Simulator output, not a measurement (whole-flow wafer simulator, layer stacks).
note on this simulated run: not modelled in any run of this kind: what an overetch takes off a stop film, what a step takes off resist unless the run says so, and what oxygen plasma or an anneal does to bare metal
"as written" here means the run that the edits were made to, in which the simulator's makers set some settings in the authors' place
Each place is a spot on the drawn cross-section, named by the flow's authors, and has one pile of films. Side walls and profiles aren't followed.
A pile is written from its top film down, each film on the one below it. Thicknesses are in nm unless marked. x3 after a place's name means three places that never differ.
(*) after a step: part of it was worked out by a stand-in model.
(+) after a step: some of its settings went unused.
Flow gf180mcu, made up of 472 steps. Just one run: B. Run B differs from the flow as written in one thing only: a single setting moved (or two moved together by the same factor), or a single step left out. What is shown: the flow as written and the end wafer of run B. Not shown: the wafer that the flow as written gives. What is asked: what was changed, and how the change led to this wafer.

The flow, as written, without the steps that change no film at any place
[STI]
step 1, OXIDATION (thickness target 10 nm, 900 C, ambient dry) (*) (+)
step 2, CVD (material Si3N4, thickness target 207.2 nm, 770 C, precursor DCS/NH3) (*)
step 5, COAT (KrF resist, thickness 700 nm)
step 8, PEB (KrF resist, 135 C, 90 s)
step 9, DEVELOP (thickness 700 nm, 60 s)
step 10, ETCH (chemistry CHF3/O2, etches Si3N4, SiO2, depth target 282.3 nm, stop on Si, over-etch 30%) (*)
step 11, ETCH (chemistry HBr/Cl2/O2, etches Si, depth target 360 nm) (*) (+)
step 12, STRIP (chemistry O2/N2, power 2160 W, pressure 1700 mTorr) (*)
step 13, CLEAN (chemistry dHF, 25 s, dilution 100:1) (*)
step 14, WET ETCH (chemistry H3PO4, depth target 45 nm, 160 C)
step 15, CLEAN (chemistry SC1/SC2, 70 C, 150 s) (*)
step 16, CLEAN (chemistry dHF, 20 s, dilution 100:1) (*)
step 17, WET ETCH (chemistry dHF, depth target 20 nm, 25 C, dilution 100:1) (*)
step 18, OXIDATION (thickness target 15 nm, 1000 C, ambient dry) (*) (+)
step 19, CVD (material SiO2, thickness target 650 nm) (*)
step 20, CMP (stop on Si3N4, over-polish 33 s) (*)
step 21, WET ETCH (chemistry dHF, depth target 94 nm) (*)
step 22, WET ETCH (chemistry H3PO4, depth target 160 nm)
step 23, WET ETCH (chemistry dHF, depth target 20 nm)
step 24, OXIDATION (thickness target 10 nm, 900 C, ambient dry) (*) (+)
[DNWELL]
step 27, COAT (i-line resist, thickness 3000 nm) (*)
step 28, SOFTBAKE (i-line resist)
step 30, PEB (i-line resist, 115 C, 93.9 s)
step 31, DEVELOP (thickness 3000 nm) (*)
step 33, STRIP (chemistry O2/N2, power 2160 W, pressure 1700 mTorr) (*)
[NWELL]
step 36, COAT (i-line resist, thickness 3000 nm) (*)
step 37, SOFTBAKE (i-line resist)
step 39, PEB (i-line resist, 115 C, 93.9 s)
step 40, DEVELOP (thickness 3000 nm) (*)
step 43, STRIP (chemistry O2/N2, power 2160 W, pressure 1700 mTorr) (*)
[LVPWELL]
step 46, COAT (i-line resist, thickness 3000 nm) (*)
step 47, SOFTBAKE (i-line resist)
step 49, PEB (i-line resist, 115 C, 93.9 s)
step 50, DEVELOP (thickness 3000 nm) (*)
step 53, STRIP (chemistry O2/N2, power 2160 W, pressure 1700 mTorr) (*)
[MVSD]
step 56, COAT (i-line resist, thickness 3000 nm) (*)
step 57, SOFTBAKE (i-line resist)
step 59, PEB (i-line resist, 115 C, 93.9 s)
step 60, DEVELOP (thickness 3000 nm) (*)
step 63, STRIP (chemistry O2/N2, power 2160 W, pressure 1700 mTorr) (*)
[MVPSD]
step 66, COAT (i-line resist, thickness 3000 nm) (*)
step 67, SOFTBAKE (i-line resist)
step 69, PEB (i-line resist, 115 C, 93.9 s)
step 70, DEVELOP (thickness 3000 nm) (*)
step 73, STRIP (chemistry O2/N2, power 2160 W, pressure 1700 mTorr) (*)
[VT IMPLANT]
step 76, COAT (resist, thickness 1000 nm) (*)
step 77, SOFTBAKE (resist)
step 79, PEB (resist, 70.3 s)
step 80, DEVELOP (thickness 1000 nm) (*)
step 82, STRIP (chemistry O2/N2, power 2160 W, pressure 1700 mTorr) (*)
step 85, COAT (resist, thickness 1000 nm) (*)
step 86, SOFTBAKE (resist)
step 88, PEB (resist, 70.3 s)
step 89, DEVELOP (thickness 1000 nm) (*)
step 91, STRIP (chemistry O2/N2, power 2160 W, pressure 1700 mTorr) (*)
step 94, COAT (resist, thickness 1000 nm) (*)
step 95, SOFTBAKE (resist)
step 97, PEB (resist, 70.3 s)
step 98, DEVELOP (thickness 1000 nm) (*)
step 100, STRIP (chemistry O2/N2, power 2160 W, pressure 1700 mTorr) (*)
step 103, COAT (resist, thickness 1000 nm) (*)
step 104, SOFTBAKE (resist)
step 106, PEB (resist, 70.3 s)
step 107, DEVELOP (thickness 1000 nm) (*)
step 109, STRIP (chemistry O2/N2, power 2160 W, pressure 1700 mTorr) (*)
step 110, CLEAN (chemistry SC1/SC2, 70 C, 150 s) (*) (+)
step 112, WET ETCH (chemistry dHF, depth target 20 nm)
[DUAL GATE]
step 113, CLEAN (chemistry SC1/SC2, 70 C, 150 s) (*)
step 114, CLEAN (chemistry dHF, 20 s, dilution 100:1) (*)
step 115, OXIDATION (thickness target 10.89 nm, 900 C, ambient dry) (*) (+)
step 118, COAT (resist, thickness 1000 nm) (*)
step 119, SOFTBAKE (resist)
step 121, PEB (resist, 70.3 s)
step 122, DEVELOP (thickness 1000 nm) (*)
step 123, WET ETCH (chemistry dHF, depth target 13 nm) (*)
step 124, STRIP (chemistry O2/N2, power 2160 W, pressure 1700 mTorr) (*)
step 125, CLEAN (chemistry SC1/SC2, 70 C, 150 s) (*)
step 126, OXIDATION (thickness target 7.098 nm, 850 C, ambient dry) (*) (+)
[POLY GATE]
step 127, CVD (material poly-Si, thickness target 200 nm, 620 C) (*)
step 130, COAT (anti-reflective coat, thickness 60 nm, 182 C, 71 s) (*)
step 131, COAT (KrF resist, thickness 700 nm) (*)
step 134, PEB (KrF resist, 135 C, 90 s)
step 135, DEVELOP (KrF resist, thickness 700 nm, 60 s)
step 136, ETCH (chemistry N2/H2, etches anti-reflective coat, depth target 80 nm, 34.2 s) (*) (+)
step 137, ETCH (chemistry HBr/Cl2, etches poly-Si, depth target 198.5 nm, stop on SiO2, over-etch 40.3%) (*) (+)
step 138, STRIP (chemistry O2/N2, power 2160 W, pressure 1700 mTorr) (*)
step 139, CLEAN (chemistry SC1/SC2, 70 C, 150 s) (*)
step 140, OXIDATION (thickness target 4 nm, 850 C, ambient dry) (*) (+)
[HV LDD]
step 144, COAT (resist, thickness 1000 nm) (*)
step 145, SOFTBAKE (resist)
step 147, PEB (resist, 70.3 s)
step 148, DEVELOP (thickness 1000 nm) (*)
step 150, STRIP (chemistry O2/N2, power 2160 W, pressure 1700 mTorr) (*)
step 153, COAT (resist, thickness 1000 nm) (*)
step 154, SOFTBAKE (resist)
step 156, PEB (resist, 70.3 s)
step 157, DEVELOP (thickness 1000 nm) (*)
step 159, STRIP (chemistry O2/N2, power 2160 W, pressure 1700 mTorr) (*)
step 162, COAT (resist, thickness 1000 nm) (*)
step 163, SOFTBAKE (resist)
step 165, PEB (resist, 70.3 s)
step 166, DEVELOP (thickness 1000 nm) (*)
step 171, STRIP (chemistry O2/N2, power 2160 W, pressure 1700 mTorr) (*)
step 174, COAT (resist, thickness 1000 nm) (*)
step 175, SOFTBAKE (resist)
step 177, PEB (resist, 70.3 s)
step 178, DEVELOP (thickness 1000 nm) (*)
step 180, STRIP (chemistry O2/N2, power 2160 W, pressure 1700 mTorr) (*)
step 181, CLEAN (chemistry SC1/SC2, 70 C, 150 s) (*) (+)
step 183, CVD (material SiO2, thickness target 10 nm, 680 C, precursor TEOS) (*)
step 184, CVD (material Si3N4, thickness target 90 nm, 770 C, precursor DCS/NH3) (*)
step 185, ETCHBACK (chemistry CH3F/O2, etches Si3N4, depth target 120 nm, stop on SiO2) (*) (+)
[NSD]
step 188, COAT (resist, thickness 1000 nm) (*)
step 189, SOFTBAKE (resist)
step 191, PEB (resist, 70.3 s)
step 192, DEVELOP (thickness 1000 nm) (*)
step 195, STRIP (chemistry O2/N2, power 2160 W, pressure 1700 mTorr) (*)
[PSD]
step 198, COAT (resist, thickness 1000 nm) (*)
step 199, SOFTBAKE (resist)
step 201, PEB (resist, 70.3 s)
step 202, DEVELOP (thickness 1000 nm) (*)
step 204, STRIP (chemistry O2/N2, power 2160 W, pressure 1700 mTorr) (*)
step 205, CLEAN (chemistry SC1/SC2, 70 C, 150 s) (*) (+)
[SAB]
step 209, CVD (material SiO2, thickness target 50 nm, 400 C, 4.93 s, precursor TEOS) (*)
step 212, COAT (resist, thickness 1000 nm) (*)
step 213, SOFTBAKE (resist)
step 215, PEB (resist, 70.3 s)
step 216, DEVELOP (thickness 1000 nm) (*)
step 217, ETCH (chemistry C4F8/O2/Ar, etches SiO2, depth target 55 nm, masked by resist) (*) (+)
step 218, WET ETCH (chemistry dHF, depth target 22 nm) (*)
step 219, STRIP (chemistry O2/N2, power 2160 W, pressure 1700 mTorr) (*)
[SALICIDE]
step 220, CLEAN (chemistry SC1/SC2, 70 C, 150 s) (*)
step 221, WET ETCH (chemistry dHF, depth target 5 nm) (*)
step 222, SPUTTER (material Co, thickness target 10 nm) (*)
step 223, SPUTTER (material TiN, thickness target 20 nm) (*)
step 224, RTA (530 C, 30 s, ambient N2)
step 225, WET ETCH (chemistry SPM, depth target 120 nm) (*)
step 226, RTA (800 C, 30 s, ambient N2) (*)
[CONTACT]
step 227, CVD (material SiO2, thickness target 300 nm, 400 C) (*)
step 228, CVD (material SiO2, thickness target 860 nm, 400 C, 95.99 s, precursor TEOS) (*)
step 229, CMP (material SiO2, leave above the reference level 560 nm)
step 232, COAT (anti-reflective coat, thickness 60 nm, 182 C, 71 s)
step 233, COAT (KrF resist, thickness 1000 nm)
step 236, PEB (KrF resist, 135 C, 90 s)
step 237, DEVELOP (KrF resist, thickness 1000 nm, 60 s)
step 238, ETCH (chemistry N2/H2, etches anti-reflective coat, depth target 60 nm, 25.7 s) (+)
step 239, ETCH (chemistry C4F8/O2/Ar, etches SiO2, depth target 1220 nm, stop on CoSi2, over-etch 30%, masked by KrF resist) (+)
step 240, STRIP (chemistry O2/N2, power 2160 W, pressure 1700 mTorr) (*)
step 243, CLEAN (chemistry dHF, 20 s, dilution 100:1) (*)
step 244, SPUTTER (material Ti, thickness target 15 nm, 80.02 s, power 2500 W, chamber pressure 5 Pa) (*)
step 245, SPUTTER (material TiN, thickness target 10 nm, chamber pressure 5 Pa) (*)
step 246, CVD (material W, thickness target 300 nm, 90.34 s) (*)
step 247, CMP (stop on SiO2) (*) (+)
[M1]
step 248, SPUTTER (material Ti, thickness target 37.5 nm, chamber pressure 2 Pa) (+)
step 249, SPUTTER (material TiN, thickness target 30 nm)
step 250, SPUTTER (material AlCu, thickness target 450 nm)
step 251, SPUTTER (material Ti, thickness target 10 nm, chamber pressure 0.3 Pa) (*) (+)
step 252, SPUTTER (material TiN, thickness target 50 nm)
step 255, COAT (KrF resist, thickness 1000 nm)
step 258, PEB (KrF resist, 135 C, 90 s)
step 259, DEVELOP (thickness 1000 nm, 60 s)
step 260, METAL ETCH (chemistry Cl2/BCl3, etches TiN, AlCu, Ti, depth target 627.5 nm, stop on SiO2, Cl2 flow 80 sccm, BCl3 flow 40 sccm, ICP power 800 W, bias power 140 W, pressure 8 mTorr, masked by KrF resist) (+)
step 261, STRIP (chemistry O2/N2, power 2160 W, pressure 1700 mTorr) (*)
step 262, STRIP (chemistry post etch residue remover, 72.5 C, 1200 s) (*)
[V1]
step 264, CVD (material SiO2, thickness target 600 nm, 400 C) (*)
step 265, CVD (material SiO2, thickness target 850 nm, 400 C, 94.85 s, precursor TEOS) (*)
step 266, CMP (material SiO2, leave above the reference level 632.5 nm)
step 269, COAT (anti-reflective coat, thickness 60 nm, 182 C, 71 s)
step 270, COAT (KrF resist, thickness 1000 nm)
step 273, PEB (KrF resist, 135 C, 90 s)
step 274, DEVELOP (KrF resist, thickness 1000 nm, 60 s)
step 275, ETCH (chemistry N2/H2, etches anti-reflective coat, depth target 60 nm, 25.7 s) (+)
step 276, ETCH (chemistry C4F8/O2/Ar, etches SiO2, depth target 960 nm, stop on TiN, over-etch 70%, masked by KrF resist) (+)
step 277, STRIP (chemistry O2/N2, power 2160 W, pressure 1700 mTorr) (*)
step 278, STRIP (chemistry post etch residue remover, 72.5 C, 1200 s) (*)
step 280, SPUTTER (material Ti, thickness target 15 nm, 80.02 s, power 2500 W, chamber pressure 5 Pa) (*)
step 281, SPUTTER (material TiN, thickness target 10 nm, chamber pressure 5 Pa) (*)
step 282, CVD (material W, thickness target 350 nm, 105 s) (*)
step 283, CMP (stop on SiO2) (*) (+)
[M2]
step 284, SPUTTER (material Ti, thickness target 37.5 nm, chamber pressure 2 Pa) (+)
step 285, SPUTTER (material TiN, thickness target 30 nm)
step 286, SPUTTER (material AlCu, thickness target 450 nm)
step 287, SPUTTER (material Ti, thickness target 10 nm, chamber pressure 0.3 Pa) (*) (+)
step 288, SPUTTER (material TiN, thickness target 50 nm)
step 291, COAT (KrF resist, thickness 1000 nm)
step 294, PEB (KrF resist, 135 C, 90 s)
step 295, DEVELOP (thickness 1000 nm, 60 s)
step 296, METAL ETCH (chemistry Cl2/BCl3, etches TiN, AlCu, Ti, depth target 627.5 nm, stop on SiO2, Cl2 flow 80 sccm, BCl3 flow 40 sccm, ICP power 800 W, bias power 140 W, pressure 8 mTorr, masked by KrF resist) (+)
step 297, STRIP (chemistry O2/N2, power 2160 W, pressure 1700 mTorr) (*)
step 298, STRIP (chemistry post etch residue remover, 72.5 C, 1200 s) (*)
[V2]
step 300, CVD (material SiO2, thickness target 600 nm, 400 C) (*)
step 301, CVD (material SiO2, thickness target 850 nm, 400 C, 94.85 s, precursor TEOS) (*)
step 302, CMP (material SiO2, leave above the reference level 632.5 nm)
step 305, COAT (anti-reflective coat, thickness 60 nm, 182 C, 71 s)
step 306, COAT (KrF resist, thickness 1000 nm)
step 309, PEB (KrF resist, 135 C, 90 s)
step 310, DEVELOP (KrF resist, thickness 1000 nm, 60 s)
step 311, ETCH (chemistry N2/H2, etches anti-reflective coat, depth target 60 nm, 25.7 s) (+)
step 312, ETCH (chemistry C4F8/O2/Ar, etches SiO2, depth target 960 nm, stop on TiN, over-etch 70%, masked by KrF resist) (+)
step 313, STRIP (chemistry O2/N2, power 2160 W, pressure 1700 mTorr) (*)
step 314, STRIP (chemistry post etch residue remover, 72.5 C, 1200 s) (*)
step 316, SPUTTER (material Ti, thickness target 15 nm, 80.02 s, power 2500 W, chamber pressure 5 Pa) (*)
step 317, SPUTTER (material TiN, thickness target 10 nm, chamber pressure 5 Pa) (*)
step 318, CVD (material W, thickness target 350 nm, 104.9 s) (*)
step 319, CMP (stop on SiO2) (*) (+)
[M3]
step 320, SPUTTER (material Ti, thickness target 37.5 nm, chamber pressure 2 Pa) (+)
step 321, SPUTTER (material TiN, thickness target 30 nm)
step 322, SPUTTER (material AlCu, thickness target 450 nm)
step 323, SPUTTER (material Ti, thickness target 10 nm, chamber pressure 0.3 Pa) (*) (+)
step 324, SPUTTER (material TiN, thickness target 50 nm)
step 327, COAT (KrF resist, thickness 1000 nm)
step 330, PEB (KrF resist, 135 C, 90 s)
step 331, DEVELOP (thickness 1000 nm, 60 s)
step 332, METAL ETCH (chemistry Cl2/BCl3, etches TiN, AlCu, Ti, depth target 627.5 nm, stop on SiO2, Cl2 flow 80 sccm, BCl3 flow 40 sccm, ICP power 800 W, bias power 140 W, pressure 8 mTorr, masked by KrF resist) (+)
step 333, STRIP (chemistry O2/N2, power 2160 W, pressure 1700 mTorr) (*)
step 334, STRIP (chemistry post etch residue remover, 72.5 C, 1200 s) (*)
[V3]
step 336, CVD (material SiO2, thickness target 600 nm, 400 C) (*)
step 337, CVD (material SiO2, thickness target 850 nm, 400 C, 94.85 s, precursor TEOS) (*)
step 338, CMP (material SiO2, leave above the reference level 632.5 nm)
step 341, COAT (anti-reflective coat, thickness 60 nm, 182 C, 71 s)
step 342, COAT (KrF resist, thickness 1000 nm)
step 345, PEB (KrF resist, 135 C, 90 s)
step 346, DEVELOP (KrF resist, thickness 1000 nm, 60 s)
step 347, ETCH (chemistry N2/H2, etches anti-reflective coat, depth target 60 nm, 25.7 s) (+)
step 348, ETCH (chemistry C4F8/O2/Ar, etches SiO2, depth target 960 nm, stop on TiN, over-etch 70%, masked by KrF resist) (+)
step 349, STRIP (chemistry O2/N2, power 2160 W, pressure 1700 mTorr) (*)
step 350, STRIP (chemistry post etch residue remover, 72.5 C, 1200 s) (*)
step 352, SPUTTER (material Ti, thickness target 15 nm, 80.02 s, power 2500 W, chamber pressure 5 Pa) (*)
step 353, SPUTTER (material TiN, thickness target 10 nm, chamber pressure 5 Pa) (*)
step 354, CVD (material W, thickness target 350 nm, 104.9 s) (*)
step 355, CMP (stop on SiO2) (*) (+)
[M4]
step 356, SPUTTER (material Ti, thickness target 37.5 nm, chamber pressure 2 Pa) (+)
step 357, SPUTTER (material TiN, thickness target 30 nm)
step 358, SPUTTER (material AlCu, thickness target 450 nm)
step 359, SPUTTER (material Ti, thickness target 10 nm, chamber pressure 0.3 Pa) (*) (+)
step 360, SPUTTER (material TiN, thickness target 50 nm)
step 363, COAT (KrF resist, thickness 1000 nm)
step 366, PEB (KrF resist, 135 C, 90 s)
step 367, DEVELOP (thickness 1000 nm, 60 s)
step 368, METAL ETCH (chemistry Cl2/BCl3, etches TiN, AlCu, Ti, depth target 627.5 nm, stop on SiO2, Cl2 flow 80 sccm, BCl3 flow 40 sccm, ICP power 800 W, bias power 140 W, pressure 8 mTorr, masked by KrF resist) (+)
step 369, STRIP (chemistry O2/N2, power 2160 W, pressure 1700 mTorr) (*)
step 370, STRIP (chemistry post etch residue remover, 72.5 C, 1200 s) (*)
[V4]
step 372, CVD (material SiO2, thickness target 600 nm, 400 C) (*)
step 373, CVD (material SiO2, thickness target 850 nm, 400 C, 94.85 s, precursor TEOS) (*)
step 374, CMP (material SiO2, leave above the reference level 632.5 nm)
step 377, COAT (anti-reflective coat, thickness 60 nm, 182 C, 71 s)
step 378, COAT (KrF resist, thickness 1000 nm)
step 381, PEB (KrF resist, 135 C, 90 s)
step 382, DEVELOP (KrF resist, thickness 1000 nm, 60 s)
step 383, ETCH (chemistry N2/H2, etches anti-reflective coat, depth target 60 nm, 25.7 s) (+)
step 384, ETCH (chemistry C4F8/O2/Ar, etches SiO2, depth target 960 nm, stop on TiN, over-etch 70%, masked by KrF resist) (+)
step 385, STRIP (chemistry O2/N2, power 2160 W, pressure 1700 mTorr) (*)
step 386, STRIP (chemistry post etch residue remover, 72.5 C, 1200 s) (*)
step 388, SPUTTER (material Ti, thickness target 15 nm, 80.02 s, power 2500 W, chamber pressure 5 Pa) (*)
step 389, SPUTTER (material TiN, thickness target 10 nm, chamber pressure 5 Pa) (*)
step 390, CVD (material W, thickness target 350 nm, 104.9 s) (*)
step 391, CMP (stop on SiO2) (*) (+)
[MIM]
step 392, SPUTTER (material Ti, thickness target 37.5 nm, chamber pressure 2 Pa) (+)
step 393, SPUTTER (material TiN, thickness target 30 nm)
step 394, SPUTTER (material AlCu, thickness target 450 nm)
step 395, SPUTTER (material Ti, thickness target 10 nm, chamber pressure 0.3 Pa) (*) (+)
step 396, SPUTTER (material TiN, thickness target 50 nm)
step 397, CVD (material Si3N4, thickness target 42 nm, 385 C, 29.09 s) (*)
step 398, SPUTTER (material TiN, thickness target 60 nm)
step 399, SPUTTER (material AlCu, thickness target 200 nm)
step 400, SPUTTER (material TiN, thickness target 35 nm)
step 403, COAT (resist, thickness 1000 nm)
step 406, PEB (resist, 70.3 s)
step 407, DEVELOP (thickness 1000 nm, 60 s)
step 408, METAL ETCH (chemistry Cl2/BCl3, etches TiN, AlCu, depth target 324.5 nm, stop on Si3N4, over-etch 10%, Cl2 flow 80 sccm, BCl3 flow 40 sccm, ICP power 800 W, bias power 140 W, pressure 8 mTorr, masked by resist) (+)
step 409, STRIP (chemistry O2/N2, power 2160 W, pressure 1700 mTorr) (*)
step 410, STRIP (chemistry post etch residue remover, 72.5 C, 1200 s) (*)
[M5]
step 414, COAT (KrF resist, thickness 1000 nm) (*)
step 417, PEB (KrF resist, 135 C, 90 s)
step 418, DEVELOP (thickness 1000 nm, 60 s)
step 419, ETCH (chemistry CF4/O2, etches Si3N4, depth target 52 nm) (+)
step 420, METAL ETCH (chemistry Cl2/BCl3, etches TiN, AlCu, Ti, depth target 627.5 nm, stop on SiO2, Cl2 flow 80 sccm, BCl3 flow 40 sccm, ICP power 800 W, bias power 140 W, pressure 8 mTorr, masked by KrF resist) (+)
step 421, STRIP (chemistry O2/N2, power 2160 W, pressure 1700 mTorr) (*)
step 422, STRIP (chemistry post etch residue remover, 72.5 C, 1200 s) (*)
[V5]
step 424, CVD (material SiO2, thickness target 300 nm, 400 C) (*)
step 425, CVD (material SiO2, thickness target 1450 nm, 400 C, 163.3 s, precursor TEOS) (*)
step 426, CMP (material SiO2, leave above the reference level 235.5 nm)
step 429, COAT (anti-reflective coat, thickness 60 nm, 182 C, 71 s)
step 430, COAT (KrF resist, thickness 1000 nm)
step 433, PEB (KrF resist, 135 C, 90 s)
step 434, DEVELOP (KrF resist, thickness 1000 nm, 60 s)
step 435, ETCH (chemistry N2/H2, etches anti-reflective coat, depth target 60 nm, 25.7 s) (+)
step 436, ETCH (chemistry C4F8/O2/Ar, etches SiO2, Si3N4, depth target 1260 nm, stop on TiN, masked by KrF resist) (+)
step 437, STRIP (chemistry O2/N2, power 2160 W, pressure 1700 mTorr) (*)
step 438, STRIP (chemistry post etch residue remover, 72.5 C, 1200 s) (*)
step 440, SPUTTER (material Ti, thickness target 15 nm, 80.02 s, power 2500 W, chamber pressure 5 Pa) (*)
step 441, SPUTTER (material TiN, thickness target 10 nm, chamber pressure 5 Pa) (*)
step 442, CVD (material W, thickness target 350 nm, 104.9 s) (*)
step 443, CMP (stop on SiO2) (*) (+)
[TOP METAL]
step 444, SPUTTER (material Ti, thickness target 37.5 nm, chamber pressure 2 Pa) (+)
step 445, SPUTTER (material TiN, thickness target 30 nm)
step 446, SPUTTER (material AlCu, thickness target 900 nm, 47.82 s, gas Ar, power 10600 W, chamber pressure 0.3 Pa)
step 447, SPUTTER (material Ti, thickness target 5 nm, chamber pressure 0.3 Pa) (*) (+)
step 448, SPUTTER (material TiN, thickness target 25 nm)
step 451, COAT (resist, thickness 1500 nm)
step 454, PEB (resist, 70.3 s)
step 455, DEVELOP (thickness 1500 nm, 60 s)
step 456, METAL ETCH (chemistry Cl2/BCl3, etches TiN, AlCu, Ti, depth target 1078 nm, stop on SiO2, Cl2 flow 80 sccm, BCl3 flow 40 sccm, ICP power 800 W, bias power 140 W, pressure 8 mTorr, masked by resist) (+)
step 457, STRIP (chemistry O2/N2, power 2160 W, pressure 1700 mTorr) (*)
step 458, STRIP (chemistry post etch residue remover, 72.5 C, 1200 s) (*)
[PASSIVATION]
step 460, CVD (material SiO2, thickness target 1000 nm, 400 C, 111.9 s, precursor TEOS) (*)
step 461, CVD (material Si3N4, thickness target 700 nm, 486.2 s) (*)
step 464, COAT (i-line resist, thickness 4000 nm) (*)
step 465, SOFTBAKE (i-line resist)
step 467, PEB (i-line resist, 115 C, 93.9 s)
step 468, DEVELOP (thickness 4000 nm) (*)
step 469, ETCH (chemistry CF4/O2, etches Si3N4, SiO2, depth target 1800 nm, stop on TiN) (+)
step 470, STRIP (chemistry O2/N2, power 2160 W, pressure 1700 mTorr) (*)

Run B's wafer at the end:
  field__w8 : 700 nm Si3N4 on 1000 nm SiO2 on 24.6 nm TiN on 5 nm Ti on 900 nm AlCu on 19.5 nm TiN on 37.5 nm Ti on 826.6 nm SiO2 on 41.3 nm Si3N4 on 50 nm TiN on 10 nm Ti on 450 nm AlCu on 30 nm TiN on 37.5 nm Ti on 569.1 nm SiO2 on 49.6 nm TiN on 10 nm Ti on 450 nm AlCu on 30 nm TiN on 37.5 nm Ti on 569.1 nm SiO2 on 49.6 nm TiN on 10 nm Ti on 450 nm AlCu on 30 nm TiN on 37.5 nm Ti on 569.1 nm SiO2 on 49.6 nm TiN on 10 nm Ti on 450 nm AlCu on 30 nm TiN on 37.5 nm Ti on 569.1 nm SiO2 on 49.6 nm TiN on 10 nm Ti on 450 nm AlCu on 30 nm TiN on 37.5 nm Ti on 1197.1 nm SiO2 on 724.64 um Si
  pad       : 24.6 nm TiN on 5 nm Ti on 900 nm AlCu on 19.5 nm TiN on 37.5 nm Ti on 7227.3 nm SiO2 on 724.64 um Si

Cause: step 445, SPUTTER: thickness target 19.5 nm was run, though the flow has thickness target 30 nm.
The wafer lets one read it off: field__w8 has TiN 19.5, and step 445 as written asks for 30 nm.

The path from the change to this, step by step:
  step 445, SPUTTER (material TiN, thickness target 30 nm)
      field, field__w1, field__w2 and 109 more: TiN gains 19.5 (new film) (in the flow as written it would be: TiN gains 30 (new film))
  step 456, METAL ETCH (chemistry Cl2/BCl3, etches TiN, AlCu, Ti, depth target 1078 nm, stop on SiO2, Cl2 flow 80 sccm, BCl3 flow 40 sccm, ICP power 800 W, bias power 140 W, pressure 8 mTorr, masked by resist) (+)
      field, field__w1, field__w2 and 103 more: TiN loses 25 (all of it), Ti loses 5 (all of it), AlCu loses 900 (all of it), TiN loses 19.5 (all of it), Ti loses 37.5 (all of it) (in the flow as written it would be: TiN loses 25 (all of it), Ti loses 5 (all of it), AlCu loses 900 (all of it), TiN loses 30 (all of it), Ti loses 37.5 (all of it))
